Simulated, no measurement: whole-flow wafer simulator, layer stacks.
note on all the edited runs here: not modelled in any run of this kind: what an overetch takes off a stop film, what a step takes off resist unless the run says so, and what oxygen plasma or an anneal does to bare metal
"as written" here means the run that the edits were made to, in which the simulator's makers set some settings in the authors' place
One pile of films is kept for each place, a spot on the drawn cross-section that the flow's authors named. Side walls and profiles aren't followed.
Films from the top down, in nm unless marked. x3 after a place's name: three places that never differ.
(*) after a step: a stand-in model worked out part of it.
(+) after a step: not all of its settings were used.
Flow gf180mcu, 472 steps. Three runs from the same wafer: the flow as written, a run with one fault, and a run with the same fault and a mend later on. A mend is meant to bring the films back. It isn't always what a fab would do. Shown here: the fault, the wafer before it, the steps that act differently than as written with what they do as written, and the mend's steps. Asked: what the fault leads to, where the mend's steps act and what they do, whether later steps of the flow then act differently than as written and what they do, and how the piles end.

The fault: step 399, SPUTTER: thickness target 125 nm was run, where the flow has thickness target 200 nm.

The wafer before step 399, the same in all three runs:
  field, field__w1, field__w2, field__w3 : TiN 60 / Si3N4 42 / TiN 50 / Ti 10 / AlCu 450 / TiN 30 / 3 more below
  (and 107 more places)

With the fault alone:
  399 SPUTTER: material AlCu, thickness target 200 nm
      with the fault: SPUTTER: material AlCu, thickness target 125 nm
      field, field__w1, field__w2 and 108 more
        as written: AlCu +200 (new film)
        with the fault: AlCu +125 (new film)
  Later steps of the flow that act differently than as written (4 more steps differ only slightly, by at most 2% or 0.5 nm, whichever is larger, and aren't shown):
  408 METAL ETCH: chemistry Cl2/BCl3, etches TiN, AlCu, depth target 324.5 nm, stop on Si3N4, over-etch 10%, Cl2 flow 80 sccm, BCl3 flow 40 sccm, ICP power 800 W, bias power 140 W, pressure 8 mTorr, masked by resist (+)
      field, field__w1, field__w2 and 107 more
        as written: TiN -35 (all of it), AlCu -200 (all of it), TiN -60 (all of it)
        with the fault: TiN -35 (all of it), AlCu -125 (all of it), TiN -60 (all of it)
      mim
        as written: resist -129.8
        with the fault: resist -96.8
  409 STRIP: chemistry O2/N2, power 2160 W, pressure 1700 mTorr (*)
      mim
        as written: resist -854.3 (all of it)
        with the fault: resist -887.3 (all of it)
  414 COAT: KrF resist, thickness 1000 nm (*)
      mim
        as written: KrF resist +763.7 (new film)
        with the fault: KrF resist +821.6 (new film)
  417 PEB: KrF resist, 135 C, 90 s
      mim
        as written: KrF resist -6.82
        with the fault: KrF resist -7.74
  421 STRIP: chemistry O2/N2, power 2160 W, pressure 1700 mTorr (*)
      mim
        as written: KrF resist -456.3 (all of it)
        with the fault: KrF resist -513.3 (all of it)
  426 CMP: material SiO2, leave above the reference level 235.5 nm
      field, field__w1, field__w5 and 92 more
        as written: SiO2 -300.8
        with the fault: SiO2 -375.8
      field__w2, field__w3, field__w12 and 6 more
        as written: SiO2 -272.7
        with the fault: SiO2 -347.7
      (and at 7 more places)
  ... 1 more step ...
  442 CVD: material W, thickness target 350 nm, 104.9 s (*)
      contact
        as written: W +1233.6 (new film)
        with the fault: W +1158 (new film)
  At the end the piles differ from the flow's by more than 2% or 0.5 nm, whichever is larger, at field__w4, field__w8, contact, m1, m1__w1, mim, mim_1p0, m1_nw.
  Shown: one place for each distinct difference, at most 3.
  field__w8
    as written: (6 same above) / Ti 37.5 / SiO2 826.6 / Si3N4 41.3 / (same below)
    with the fault: (6 same above) / Ti 37.5 / SiO2 751.6 / Si3N4 41.3 / (same below)
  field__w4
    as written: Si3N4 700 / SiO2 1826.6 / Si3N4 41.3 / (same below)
    with the fault: Si3N4 700 / SiO2 1751.6 / Si3N4 41.3 / (same below)
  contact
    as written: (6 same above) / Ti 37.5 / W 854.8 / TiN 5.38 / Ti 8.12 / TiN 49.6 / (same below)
    with the fault: (6 same above) / Ti 37.5 / W 779.2 / TiN 5.62 / Ti 8.48 / TiN 49.6 / (same below)

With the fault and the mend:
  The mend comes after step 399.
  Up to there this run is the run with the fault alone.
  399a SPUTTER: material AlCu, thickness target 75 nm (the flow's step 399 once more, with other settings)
      field, field__w1, field__w2 and 108 more
        AlCu +75
  No later step of the flow acts differently than as written at any place that is followed.
  At the end the piles are the same as the flow's at every place that both follow.
